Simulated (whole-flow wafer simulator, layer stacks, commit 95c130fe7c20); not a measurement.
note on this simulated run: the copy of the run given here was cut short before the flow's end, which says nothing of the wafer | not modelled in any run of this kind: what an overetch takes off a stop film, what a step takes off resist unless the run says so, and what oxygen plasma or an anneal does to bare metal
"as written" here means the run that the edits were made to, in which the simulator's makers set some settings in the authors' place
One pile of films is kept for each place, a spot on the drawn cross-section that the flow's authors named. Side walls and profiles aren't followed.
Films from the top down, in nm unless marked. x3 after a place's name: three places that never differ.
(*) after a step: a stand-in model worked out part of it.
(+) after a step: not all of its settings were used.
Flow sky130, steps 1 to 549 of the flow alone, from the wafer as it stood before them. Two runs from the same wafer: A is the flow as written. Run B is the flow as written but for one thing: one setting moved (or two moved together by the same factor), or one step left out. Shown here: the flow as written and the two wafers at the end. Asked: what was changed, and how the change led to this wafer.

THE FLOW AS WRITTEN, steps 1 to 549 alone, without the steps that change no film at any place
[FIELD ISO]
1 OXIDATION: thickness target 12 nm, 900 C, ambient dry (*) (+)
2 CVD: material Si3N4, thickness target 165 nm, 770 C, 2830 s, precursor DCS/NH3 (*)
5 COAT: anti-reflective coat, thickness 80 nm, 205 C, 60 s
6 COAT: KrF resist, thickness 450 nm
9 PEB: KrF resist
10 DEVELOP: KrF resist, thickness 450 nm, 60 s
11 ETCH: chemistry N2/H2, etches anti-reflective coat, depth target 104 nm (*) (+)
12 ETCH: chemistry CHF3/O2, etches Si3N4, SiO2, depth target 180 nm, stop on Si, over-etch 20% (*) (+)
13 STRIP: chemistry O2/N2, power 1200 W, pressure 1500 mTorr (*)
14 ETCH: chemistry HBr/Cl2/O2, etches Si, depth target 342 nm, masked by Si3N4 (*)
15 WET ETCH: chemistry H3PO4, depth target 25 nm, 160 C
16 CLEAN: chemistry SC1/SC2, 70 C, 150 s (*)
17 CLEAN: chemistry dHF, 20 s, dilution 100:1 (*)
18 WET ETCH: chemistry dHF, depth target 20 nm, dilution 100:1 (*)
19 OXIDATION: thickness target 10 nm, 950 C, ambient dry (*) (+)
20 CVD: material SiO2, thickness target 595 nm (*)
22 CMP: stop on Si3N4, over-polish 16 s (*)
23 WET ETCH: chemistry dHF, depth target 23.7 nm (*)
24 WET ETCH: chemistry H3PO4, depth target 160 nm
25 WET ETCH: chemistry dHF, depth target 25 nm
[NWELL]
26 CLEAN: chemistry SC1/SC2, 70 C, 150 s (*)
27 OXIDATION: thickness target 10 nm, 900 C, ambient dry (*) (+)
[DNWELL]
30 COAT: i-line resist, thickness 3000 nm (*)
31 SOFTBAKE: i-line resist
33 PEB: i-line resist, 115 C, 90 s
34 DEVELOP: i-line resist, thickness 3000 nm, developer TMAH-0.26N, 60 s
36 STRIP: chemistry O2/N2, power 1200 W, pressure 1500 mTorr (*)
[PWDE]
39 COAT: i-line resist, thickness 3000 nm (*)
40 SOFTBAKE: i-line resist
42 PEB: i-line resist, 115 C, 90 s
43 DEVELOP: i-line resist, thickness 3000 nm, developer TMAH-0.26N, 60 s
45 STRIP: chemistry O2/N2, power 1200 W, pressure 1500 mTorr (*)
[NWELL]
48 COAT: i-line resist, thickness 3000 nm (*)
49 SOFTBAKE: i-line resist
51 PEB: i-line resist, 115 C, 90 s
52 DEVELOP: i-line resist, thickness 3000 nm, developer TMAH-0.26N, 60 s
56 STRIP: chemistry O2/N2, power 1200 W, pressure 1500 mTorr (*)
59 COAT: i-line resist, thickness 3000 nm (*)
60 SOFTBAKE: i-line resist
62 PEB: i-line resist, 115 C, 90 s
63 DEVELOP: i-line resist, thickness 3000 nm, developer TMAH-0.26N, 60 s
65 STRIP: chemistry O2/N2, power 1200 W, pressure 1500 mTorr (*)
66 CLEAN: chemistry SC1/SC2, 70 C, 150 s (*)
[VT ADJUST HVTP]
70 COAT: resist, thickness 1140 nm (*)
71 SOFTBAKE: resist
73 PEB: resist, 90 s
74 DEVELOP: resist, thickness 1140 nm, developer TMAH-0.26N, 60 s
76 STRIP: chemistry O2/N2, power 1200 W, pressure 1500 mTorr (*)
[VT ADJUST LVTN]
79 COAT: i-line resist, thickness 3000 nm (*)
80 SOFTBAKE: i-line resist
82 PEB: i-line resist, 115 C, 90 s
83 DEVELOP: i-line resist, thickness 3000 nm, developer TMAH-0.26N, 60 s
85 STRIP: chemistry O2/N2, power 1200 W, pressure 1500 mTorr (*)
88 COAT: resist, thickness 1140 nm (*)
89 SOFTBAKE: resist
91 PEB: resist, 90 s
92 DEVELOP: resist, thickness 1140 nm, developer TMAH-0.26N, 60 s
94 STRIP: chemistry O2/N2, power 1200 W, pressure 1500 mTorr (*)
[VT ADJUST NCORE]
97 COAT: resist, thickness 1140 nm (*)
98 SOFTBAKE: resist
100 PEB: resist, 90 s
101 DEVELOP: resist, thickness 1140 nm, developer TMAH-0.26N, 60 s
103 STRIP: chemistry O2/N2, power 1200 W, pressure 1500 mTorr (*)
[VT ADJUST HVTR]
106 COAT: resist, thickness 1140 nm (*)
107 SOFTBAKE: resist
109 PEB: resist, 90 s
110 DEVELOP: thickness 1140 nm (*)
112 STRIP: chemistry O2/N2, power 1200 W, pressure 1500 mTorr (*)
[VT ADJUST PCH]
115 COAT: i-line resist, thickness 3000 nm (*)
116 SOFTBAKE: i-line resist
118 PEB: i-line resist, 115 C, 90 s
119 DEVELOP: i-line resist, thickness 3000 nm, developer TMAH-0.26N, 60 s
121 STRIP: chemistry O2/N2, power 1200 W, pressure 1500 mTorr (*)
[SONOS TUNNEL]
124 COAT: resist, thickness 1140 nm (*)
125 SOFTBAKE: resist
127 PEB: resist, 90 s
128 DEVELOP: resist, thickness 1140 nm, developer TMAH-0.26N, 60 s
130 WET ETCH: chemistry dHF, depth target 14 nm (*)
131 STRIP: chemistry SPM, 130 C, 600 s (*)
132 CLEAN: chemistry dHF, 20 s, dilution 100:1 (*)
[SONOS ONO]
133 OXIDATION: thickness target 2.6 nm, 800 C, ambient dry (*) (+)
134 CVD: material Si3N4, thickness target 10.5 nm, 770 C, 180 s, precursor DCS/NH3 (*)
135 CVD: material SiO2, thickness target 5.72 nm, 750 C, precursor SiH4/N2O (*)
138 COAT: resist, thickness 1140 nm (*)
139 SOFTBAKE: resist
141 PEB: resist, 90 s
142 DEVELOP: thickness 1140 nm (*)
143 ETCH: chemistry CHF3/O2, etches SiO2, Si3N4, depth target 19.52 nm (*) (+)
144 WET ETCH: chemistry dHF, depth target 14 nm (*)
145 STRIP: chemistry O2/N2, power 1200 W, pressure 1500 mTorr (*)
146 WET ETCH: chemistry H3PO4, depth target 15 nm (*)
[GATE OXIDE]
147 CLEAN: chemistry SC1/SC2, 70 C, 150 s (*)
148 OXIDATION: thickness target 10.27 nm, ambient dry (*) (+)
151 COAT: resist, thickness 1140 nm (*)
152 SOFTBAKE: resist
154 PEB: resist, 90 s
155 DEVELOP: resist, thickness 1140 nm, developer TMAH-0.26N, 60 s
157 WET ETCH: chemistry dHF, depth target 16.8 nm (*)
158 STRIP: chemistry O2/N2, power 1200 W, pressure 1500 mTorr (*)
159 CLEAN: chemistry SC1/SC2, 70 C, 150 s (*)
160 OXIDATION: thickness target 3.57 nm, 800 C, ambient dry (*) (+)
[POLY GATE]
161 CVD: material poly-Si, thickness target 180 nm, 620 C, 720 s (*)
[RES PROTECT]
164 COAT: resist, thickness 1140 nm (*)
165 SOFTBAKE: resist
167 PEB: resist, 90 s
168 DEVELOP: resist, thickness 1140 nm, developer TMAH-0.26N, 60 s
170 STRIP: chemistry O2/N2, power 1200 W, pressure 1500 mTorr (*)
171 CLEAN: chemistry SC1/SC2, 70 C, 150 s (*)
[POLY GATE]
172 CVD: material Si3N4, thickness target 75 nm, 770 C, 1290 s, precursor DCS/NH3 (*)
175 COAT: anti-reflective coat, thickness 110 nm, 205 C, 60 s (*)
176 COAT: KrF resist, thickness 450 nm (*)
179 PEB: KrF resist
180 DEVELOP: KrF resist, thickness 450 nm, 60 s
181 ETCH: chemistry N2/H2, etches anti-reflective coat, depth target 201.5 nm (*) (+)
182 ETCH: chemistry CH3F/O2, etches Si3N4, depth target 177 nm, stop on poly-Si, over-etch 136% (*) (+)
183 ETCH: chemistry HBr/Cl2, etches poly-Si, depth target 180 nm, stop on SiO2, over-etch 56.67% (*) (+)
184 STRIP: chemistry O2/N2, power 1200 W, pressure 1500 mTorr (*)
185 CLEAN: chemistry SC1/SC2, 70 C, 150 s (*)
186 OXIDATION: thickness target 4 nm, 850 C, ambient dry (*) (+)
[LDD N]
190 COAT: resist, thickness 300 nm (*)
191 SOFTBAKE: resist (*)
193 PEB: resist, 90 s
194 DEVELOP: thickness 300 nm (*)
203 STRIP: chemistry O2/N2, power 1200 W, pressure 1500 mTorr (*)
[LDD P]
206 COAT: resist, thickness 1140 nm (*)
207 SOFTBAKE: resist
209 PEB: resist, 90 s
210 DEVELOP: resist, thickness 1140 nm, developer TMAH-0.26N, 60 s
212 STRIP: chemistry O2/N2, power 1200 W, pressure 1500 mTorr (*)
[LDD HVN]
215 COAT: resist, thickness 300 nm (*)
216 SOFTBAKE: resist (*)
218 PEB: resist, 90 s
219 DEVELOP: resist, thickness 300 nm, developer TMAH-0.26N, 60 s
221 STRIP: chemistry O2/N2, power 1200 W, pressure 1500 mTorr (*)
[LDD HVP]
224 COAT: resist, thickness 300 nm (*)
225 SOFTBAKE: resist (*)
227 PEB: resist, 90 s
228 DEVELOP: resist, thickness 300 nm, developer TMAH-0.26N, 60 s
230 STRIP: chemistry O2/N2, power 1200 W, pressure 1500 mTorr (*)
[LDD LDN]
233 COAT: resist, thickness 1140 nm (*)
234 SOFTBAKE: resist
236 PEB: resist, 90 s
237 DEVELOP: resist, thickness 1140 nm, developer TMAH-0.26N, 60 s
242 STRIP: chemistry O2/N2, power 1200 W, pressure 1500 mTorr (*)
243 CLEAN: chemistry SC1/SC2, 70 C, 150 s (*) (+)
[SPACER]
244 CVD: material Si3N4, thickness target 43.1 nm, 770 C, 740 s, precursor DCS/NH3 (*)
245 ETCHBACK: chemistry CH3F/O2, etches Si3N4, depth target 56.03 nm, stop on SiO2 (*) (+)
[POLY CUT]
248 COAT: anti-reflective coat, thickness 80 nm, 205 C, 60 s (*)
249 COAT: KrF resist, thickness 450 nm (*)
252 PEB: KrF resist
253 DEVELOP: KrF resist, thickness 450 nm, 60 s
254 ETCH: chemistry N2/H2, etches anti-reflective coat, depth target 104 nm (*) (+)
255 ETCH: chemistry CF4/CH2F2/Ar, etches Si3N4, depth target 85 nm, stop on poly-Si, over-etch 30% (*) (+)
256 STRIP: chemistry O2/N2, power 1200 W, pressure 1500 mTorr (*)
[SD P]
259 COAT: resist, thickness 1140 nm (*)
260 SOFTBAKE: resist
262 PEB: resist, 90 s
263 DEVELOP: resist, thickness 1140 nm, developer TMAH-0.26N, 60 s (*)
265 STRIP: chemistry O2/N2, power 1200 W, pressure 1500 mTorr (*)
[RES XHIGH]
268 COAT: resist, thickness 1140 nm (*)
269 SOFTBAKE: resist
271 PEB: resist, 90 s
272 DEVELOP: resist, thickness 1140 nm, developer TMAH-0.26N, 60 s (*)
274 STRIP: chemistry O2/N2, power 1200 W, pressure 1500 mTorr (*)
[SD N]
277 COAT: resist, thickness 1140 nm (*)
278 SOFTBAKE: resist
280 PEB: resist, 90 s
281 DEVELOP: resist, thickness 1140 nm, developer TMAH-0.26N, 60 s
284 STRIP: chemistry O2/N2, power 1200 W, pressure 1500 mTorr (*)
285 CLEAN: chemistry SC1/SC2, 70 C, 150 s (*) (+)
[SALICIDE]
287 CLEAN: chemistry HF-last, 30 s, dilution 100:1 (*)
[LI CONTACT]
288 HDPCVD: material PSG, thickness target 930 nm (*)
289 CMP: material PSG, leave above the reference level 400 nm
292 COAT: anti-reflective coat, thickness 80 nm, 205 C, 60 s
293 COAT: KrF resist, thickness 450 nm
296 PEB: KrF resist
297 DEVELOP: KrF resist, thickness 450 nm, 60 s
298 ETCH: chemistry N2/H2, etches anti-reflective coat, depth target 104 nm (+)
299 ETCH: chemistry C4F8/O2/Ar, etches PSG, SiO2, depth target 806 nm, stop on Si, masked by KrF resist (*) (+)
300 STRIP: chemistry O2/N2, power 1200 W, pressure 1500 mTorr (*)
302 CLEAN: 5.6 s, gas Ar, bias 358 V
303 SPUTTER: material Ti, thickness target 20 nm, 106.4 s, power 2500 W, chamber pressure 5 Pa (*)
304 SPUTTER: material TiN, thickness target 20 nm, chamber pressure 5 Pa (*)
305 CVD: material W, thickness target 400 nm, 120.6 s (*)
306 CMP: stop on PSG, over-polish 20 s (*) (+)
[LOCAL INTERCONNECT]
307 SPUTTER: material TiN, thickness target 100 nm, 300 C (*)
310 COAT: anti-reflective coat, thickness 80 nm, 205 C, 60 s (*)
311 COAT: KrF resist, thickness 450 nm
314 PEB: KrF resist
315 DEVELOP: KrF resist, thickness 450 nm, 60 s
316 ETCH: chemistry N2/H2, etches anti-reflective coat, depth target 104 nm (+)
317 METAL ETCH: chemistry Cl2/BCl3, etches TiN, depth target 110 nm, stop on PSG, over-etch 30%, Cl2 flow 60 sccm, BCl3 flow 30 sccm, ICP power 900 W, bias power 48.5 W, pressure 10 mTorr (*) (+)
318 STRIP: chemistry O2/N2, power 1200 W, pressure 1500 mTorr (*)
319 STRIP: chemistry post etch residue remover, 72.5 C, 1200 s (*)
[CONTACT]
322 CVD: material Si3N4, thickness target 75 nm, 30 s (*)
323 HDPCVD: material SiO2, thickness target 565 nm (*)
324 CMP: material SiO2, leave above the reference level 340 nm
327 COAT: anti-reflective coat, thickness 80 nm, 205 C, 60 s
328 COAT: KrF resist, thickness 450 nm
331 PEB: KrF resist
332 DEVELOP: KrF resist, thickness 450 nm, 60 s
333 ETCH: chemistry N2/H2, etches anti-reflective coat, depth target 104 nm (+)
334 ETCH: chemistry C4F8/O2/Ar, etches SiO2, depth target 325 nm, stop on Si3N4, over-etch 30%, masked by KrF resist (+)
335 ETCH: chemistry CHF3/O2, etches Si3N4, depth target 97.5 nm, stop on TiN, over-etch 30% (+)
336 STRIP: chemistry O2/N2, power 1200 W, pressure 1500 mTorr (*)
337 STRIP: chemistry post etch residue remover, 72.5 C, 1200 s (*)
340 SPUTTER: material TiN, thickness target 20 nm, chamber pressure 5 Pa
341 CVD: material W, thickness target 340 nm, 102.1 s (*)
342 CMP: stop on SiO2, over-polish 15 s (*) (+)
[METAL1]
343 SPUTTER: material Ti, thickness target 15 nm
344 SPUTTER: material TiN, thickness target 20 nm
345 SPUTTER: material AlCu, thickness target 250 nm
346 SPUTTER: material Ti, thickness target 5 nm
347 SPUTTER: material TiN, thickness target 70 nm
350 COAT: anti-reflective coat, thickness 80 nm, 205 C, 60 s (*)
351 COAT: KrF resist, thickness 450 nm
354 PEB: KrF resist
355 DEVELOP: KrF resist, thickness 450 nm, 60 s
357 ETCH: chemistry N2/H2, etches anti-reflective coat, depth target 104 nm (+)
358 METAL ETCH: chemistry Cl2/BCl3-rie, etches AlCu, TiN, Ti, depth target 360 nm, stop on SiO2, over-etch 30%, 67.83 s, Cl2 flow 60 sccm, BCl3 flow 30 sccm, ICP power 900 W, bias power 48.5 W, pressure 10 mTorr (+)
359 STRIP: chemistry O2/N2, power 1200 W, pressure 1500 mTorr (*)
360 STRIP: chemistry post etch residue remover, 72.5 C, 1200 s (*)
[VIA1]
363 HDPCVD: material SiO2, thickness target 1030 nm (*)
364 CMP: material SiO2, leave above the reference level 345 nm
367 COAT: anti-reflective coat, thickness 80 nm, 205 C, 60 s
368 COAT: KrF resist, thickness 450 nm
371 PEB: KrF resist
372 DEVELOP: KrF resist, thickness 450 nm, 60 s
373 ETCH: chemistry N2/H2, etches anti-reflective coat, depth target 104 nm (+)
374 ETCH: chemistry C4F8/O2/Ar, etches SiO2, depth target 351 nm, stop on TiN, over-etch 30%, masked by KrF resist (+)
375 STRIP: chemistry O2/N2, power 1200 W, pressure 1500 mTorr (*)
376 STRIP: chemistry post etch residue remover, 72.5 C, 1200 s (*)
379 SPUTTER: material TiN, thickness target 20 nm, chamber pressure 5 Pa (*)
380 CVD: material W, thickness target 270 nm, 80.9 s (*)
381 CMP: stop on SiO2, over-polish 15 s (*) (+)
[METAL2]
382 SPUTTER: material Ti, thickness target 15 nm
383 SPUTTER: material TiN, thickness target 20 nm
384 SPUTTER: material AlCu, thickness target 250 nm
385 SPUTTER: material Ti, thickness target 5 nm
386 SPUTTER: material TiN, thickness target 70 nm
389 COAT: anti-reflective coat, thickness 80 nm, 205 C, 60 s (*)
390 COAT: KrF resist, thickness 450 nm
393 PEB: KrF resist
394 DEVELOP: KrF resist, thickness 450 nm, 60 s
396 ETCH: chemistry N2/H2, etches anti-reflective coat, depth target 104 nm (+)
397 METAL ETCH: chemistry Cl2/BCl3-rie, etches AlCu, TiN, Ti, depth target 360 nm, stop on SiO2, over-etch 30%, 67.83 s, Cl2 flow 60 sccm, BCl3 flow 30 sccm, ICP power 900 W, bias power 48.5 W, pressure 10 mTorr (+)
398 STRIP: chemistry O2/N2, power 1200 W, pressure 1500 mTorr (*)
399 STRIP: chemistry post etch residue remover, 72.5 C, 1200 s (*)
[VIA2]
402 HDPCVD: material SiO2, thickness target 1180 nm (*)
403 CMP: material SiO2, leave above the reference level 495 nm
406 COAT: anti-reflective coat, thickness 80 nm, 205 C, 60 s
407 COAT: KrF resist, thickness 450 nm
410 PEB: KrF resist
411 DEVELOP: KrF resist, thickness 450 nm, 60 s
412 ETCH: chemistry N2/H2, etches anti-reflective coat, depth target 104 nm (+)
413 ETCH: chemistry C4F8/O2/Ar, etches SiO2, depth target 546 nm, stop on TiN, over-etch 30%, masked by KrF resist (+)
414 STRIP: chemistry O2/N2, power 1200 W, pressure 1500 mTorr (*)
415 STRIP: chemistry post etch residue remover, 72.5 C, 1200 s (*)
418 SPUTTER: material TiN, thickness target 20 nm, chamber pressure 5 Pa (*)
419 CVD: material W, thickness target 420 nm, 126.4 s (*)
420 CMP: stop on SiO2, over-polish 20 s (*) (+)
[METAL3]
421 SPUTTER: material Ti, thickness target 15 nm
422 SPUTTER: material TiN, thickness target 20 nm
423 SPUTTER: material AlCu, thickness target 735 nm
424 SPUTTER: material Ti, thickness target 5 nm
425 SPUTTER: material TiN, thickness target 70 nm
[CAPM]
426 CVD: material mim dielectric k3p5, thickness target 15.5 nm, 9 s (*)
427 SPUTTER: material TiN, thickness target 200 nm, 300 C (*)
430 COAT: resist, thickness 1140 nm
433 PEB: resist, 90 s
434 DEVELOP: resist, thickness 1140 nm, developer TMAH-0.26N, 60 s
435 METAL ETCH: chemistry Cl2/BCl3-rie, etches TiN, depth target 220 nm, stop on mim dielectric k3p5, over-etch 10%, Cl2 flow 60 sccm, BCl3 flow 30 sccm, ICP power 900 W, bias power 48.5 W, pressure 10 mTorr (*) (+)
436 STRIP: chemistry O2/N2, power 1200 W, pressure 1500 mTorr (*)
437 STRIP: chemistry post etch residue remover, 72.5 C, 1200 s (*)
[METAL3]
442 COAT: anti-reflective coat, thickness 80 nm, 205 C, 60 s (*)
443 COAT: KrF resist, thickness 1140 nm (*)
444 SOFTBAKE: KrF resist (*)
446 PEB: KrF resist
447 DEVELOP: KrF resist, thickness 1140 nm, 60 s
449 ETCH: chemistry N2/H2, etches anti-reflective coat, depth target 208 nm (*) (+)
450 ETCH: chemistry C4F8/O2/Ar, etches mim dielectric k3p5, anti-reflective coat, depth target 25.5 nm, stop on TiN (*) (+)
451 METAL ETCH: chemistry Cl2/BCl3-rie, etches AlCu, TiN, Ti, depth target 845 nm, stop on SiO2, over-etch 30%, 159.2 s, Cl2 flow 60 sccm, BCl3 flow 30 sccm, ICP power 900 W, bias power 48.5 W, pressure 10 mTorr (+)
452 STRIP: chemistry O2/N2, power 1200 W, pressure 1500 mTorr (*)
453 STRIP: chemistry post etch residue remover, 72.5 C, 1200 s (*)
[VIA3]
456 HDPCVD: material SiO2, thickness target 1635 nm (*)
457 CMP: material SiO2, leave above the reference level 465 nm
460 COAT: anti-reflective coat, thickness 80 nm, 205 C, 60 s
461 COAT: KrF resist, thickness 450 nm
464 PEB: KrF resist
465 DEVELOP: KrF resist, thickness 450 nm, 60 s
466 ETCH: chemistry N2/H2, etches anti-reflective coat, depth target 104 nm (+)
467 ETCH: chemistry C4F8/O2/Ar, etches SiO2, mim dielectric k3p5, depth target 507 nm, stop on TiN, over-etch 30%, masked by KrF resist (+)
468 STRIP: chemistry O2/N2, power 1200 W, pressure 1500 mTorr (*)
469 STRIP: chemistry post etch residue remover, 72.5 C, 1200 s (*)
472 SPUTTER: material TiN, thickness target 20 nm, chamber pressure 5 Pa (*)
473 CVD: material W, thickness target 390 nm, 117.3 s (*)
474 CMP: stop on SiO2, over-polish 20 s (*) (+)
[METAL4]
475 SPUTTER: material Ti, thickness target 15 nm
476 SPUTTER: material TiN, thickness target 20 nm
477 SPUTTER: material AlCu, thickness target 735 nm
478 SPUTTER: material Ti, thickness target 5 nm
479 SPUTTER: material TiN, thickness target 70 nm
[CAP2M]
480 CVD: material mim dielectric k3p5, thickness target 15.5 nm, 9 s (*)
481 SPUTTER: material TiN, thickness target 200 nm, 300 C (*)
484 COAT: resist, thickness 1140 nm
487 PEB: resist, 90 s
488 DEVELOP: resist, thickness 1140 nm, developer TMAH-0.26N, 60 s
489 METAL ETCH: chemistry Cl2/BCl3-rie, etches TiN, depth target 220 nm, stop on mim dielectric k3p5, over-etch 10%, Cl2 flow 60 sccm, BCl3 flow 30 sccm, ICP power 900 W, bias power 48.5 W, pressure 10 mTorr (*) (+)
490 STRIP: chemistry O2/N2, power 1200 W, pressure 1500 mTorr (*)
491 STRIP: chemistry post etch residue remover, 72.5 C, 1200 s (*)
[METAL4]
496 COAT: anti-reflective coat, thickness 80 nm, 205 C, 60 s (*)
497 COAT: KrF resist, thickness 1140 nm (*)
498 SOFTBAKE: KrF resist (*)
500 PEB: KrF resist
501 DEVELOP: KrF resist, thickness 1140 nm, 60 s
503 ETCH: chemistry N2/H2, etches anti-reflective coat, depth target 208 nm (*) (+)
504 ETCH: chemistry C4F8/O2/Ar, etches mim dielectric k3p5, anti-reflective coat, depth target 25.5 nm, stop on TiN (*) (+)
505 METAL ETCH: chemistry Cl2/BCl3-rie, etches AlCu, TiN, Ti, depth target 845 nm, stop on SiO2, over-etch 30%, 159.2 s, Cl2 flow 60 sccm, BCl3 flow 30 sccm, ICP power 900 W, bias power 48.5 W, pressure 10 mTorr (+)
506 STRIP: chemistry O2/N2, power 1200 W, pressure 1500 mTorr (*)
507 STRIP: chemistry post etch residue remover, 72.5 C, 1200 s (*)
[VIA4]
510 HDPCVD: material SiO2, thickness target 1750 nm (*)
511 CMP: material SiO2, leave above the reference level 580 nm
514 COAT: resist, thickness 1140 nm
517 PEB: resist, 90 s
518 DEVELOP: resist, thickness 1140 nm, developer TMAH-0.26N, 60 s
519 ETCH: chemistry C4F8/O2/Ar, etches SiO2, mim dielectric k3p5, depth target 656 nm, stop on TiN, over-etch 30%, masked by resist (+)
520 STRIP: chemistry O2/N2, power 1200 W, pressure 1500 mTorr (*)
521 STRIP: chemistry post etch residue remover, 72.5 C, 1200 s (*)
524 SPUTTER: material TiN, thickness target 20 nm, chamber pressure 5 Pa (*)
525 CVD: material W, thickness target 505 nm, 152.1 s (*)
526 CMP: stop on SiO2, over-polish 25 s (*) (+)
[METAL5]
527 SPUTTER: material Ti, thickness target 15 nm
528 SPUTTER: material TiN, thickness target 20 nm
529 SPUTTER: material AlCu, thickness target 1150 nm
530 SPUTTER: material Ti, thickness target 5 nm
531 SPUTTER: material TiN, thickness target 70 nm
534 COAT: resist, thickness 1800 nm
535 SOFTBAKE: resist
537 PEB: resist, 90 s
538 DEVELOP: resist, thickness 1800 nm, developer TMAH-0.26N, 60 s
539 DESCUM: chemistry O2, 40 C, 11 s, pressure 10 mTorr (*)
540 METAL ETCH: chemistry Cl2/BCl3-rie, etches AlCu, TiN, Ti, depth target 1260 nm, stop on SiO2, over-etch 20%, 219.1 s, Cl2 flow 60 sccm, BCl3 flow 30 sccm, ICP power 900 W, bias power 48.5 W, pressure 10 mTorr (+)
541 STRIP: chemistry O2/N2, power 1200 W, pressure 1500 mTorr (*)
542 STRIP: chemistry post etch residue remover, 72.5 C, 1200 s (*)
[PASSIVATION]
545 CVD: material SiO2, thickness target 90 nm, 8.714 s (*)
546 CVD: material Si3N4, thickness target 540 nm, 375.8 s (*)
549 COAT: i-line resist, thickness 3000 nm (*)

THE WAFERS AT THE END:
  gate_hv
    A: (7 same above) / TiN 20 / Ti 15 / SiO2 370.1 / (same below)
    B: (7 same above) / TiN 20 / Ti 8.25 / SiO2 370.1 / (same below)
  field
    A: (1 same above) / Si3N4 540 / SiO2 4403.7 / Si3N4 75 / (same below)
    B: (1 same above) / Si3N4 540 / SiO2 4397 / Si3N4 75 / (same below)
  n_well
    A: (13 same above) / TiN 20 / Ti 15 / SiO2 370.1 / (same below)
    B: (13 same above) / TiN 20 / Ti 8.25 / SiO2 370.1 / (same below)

The cause: step 475, SPUTTER: thickness target 8.25 nm was run, where the flow has thickness target 15 nm.
It can be read off the wafer: gate_hv has Ti 8.25, and step 475 as written asks for 15 nm.

How the change led to this, step by step:
  475 SPUTTER: material Ti, thickness target 15 nm
      field, active, n_well and 189 more: A Ti +15 (new film) | B Ti +8.25 (new film)
  505 METAL ETCH: chemistry Cl2/BCl3-rie, etches AlCu, TiN, Ti, depth target 845 nm, stop on SiO2, over-etch 30%, 159.2 s, Cl2 flow 60 sccm, BCl3 flow 30 sccm, ICP power 900 W, bias power 48.5 W, pressure 10 mTorr (+)
      field, active, gate and 70 more: A TiN -70 (all of it), Ti -5 (all of it), AlCu -735 (all of it), TiN -20 (all of it), Ti -15 (all of it), SiO2 -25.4 | B TiN -70 (all of it), Ti -5 (all of it), AlCu -735 (all of it), TiN -20 (all of it), Ti -8.25 (all of it), SiO2 -26
      vpp_iso1, mim_edge_plate, m1_ln and 12 more: A TiN -70 (all of it), Ti -5 (all of it), AlCu -735 (all of it), TiN -20 (all of it), Ti -15 (all of it), SiO2 -25.3 | B TiN -70 (all of it), Ti -5 (all of it), AlCu -735 (all of it), TiN -20 (all of it), Ti -8.25 (all of it), SiO2 -26
